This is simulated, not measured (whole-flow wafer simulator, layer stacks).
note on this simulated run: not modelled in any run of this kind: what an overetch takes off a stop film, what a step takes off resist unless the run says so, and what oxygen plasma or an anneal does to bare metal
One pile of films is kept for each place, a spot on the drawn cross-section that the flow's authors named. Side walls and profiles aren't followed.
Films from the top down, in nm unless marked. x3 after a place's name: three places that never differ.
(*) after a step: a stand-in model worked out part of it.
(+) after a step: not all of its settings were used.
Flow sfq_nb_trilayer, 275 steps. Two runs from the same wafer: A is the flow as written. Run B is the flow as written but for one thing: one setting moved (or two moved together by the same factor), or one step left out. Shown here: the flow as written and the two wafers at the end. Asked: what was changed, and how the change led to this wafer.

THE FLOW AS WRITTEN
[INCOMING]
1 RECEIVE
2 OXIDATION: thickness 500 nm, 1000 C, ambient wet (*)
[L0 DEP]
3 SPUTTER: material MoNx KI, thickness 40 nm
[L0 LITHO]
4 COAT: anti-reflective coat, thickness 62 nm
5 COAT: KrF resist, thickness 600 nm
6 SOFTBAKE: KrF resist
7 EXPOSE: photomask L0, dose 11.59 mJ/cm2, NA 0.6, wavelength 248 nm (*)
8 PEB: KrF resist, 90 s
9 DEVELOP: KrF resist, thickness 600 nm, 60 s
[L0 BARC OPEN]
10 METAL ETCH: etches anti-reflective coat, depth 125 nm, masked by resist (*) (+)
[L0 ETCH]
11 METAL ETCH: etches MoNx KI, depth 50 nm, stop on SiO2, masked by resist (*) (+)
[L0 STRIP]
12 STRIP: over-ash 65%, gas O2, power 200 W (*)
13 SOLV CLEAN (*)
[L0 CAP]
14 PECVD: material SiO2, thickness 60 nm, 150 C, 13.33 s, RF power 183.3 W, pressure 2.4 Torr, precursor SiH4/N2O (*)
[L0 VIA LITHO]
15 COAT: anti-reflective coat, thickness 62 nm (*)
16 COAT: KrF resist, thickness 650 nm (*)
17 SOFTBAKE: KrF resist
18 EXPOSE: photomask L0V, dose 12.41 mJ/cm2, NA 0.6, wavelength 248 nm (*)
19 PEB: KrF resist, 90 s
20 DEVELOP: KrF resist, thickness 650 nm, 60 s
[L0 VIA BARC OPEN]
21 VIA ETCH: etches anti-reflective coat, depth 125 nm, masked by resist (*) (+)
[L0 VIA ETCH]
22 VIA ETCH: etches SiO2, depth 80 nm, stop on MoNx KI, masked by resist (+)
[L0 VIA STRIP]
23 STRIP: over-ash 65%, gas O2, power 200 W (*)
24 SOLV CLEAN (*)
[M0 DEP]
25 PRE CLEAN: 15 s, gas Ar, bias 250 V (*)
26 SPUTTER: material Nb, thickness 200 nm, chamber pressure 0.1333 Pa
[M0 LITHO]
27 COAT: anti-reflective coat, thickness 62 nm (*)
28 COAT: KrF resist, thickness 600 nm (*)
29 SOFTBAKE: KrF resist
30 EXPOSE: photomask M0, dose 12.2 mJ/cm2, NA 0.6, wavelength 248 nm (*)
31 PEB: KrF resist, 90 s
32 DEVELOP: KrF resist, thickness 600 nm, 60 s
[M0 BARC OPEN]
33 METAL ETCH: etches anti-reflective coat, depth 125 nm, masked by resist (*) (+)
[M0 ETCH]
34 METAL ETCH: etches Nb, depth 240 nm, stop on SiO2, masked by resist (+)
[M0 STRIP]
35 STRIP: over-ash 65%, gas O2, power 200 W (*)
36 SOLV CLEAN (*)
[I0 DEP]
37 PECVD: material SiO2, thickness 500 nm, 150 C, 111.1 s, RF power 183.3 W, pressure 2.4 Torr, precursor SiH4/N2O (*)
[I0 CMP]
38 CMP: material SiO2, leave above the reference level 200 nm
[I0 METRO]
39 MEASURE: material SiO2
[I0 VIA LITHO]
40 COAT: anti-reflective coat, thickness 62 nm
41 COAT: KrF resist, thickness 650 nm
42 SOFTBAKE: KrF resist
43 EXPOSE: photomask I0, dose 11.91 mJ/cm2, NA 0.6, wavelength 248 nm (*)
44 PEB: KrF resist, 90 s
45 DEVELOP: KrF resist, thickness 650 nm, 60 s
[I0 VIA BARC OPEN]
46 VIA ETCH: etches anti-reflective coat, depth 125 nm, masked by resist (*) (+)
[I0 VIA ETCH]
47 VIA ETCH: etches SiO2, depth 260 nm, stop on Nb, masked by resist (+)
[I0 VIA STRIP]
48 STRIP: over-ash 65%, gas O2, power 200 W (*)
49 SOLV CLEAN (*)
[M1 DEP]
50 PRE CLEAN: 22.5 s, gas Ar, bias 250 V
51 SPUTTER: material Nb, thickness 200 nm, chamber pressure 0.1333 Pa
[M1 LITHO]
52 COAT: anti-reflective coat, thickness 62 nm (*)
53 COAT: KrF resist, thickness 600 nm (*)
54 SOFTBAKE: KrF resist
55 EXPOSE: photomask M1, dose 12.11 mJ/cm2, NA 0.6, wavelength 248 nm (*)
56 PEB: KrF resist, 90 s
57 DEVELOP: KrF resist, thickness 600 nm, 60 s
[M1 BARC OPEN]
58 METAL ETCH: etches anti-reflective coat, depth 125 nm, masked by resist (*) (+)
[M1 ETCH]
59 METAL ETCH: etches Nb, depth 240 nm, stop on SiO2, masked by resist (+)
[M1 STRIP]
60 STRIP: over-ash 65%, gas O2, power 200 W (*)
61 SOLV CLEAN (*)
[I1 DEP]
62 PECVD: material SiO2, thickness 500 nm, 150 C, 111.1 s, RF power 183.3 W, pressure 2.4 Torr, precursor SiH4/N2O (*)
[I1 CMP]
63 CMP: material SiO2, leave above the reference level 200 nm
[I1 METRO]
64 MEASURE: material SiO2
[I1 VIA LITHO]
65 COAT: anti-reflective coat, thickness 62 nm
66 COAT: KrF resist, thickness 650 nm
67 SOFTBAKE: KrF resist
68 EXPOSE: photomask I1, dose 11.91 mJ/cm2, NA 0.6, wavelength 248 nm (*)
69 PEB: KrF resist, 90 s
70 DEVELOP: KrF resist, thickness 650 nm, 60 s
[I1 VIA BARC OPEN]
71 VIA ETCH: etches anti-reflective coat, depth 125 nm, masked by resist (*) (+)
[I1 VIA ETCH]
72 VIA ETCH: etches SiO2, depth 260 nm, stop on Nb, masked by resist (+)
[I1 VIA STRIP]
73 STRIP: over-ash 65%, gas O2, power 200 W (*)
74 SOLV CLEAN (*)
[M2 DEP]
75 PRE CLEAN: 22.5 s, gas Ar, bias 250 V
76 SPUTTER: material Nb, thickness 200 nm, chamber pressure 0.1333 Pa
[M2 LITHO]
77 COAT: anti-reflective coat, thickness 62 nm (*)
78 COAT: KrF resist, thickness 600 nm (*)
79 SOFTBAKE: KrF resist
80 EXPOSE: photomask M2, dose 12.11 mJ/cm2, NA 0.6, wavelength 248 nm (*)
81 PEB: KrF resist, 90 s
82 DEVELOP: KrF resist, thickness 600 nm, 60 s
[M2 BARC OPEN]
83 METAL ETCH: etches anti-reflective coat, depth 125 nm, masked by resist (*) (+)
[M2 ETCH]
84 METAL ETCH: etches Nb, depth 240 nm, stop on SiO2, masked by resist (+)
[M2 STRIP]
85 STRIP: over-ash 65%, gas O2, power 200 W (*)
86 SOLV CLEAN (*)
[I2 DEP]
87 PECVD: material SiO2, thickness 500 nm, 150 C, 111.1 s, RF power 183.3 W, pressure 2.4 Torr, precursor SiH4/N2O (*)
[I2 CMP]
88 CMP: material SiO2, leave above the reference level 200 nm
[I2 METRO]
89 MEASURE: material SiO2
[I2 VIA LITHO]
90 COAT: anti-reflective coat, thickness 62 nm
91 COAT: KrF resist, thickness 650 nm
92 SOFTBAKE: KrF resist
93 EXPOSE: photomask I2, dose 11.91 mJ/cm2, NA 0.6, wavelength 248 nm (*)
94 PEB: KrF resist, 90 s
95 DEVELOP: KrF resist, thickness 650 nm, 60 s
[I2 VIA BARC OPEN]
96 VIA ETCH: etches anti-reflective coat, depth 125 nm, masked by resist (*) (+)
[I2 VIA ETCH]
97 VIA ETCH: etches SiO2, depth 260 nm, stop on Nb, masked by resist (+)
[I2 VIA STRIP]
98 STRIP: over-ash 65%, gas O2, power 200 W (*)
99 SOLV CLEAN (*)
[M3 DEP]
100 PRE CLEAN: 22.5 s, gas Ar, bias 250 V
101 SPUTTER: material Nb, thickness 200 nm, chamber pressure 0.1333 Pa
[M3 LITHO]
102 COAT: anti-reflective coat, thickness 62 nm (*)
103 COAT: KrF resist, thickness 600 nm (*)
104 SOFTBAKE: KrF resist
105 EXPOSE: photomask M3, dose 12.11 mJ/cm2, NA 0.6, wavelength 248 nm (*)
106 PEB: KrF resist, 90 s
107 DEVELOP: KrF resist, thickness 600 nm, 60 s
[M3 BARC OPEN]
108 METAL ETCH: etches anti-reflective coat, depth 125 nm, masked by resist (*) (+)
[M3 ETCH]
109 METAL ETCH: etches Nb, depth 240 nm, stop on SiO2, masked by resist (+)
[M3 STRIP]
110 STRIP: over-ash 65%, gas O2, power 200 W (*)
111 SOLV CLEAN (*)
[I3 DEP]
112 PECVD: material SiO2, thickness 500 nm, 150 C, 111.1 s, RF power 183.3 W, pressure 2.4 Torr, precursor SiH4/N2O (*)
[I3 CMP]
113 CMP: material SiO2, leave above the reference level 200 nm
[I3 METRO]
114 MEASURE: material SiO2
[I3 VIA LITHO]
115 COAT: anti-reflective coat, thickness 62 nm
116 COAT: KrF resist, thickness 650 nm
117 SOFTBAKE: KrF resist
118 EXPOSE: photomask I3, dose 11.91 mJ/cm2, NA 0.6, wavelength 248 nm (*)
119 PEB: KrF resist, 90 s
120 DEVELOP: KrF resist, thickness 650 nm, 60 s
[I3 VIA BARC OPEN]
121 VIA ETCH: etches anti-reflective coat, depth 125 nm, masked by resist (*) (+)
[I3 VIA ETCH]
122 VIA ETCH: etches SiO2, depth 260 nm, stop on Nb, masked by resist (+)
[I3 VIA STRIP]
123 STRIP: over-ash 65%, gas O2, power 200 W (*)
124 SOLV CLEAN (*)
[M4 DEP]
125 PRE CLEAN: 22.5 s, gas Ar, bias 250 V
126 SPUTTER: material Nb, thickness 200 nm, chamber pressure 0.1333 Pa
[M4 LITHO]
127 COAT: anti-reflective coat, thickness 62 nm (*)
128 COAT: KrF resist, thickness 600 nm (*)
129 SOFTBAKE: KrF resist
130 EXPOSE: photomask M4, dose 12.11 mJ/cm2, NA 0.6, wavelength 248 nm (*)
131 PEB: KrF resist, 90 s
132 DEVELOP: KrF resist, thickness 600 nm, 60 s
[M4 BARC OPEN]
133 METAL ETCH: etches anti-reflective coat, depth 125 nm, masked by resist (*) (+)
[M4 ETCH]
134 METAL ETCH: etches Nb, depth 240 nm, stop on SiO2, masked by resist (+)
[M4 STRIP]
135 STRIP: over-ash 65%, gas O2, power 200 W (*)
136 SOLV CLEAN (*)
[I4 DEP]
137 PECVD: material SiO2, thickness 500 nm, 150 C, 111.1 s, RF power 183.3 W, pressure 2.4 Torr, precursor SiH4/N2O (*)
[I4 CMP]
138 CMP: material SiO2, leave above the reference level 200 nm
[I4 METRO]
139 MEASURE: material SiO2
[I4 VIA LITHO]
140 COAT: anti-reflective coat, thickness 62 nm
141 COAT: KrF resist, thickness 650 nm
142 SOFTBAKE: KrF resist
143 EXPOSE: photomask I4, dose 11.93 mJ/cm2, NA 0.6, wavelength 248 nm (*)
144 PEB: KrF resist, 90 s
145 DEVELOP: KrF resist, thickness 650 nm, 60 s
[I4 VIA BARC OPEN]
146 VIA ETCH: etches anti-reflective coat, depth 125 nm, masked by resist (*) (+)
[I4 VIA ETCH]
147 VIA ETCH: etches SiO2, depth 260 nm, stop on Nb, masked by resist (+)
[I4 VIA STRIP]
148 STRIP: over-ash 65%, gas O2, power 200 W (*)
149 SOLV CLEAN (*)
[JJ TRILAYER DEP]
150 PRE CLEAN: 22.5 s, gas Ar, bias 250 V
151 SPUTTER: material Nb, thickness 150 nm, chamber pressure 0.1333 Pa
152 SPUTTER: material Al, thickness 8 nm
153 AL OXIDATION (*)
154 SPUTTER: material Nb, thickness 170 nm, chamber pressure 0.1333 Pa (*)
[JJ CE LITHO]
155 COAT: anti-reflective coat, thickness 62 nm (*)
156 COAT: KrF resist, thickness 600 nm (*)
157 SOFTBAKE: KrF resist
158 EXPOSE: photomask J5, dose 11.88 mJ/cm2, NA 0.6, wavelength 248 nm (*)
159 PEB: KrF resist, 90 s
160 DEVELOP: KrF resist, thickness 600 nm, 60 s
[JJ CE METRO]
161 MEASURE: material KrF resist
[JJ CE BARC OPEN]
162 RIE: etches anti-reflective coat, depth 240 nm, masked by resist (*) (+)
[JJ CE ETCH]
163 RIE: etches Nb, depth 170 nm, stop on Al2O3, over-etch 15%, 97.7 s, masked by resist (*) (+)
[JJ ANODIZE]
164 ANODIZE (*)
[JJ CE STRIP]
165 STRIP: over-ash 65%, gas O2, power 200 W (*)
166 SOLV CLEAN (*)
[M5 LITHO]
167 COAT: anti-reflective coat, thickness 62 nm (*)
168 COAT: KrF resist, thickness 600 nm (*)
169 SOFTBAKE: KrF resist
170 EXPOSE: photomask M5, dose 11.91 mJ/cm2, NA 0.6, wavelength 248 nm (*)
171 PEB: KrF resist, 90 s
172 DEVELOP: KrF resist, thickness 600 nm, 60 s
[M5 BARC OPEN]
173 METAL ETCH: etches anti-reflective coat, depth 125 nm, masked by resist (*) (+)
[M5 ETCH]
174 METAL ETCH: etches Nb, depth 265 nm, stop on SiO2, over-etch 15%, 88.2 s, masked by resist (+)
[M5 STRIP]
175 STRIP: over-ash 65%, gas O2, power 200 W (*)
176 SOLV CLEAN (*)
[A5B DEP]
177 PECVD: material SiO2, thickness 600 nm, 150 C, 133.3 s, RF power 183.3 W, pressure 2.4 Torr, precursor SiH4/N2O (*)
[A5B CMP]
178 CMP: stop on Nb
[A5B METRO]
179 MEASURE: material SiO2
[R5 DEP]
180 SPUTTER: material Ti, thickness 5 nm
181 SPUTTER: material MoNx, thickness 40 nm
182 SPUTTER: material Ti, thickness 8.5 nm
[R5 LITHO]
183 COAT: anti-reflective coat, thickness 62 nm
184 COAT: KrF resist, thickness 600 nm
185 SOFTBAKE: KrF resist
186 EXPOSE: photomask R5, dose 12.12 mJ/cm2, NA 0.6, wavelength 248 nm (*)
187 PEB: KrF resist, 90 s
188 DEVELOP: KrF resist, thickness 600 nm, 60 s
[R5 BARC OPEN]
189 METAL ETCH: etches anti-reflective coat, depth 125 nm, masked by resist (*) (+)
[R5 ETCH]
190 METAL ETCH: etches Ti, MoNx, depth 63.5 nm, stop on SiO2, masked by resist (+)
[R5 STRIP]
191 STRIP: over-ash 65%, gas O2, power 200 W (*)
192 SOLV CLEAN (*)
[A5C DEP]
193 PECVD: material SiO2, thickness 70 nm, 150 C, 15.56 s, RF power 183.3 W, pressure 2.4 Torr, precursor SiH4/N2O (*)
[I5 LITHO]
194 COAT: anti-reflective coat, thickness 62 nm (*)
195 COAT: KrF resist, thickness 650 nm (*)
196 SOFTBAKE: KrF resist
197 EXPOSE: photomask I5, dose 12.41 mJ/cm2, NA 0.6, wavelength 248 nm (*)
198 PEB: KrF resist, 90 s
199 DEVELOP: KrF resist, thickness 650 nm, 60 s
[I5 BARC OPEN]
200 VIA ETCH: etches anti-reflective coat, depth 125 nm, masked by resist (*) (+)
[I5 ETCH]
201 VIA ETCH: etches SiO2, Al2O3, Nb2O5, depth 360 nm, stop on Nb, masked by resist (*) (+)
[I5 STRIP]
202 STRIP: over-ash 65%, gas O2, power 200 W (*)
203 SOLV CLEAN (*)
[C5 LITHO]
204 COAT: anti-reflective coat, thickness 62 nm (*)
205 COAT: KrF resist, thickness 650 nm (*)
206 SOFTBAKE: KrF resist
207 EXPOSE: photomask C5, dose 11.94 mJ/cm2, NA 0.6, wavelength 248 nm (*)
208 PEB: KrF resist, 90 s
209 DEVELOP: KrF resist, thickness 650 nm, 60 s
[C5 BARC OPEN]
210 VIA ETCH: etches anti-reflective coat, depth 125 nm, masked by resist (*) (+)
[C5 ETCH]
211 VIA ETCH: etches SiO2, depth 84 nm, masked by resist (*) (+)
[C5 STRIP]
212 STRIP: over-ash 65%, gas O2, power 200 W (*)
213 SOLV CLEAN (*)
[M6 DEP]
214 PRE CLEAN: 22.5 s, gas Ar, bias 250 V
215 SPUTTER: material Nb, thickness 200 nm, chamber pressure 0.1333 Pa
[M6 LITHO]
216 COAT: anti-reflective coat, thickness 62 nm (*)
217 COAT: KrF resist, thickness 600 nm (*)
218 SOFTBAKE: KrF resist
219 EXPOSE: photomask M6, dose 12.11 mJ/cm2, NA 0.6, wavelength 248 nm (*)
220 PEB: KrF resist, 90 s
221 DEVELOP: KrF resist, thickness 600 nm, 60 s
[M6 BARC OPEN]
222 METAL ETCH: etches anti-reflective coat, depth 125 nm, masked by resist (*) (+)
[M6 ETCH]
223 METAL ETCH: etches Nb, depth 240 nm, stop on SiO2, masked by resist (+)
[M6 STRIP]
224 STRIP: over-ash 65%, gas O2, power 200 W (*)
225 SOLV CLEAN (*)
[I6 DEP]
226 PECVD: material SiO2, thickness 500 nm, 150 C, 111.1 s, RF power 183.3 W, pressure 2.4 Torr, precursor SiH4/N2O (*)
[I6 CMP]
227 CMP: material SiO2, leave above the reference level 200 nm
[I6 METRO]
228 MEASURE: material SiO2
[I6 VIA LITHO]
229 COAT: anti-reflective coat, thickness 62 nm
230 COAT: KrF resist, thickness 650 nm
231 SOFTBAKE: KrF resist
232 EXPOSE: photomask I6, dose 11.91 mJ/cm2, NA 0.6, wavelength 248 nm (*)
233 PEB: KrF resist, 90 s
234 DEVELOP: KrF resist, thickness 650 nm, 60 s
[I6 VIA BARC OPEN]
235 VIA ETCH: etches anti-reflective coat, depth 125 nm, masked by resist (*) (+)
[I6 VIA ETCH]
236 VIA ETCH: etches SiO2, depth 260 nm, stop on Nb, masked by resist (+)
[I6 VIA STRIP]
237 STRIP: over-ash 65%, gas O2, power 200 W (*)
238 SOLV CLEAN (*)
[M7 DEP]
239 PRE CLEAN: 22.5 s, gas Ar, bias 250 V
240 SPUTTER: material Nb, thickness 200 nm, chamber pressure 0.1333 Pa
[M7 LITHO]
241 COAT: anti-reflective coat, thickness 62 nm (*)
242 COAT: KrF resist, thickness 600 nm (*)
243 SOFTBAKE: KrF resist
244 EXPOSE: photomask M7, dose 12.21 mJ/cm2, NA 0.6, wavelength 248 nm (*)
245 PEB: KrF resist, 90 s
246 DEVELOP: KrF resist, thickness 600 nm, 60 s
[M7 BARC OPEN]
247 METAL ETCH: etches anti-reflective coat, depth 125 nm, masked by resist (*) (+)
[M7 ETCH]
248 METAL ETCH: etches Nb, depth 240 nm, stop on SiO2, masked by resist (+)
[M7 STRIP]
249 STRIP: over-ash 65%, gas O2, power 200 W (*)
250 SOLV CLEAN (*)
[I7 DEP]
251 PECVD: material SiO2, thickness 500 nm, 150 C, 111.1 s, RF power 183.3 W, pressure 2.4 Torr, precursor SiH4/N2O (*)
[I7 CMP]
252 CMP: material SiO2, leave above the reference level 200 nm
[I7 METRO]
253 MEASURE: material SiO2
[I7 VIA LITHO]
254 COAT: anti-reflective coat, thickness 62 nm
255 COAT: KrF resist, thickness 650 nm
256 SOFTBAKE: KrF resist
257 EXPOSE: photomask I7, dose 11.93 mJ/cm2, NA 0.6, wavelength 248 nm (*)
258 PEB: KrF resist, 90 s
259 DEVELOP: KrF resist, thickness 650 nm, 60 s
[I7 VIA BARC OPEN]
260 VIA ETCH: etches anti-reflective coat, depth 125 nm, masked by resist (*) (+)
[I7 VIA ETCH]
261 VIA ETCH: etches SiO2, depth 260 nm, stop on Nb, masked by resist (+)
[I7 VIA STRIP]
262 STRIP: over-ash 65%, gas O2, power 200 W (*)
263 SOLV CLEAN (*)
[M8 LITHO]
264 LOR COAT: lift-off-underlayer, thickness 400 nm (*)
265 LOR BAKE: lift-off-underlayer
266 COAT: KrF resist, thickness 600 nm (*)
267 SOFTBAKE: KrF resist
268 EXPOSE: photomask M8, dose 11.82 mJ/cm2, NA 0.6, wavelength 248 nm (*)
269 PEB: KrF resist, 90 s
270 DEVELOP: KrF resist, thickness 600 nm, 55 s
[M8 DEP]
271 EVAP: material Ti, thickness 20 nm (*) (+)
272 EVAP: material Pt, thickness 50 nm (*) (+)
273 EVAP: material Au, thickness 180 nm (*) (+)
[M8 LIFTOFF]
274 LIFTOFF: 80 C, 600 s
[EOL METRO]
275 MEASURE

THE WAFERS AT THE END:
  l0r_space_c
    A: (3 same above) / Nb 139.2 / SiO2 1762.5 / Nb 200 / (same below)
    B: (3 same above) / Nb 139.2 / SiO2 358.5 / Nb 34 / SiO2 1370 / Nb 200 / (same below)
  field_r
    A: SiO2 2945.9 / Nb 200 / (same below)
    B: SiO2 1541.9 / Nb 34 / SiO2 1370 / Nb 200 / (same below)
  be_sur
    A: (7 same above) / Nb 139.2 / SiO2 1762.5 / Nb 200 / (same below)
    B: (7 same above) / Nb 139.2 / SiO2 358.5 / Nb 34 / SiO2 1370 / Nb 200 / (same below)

The cause: step 134, METAL ETCH: depth 166 nm was run, where the flow has depth 240 nm.

How the change led to this, step by step:
  134 METAL ETCH: etches Nb, depth 240 nm, stop on SiO2, masked by resist (+)
      field_l, be, be_sur and 64 more: A Nb -200 (all of it) | B Nb -166
      v_sur, via_wl, via_w and 36 more: A KrF resist -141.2 | B KrF resist -97.6
  135 STRIP: over-ash 65%, gas O2, power 200 W (*)
      p4_fl, p4_fm, p4_w1 and 26 more: A KrF resist -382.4 (all of it), anti-reflective coat -62 (all of it) | B KrF resist -425.9 (all of it), anti-reflective coat -62 (all of it)
      lsp_m, ln_m6: A KrF resist -381.9 (all of it), anti-reflective coat -61.8 (all of it) | B KrF resist -425.5 (all of it), anti-reflective coat -61.8 (all of it)
      (and at 8 more places)
  137 PECVD: material SiO2, thickness 500 nm, 150 C, 111.1 s, RF power 183.3 W, pressure 2.4 Torr, precursor SiH4/N2O (*)
      field_l, be, be_sur and 55 more: A SiO2 +500 | B SiO2 +500 (new film)
      p3_s0, p3_s1, p3_s2, p3_s3, p3_s4, p3_s5: A SiO2 +557.1 | B SiO2 +523.1 (new film)
      (and at 3 more places)
  138 CMP: material SiO2, leave above the reference level 200 nm
      field_l, be, be_sur and 55 more: A SiO2 -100 | B SiO2 -134
      lsp_r, l0_sur, l0v: A SiO2 -91.9 | B SiO2 -127.3
Counting metal films that touch as one body, l0r_space_c has 3 bodies (between them, from the top down: SiO2 358.5; SiO2 1370); the flow as written gives 2 bodies (between them, from the top down: SiO2 1762.5).
Counting metal films that touch as one body, field_r has 2 bodies (between them, from the top down: SiO2 1370); the flow as written gives 1 body.
Counting metal films that touch as one body, be_sur has 5 bodies (between them, from the top down: SiO2 192.5; SiO2 209 / Al2O3 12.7 / Nb2O5 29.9; SiO2 358.5; SiO2 1370); the flow as written gives 4 bodies (between them, from the top down: SiO2 192.5; SiO2 209 / Al2O3 12.7 / Nb2O5 29.9; SiO2 1762.5).
